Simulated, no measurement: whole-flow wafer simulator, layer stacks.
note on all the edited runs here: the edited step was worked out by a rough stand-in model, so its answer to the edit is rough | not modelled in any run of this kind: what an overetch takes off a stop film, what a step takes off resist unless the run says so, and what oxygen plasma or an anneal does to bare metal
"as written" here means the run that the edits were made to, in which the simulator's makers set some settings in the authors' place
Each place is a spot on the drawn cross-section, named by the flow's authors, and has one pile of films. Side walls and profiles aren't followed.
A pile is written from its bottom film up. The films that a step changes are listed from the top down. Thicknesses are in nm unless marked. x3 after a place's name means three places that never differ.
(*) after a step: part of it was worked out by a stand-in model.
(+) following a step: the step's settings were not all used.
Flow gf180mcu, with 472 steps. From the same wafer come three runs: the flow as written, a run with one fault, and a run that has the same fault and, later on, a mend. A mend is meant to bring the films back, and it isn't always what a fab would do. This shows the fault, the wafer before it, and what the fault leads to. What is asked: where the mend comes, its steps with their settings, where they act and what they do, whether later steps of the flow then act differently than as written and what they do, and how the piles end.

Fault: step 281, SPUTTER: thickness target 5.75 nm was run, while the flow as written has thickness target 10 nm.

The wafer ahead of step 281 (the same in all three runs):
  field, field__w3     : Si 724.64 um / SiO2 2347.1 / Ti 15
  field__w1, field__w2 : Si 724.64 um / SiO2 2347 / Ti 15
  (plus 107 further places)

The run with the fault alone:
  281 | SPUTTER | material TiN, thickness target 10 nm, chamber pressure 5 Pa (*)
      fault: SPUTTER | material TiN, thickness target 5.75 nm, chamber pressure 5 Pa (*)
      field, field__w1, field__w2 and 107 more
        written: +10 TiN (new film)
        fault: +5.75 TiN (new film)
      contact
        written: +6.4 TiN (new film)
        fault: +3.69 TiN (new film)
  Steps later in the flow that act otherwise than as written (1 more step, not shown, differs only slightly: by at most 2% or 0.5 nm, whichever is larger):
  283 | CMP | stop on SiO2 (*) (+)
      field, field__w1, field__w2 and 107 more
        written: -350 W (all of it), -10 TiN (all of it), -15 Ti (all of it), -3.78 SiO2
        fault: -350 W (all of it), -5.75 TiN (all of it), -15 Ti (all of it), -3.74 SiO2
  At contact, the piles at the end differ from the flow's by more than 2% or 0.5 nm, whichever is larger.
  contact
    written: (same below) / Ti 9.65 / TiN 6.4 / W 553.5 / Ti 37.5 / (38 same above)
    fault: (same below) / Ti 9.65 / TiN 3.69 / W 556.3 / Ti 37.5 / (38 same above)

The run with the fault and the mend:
  The mend stands after step 281.
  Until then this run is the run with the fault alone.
  281a | SPUTTER | material TiN, thickness target 4.25 nm, chamber pressure 5 Pa (*) (the flow's step 281, run once more with other settings)
      field, field__w1, field__w2 and 107 more
        +4.25 TiN
      contact
        +2.72 TiN
  Later steps of the flow that are run all act as written at every place that is followed.
  At every place that both follow, the piles at the end match the flow's.
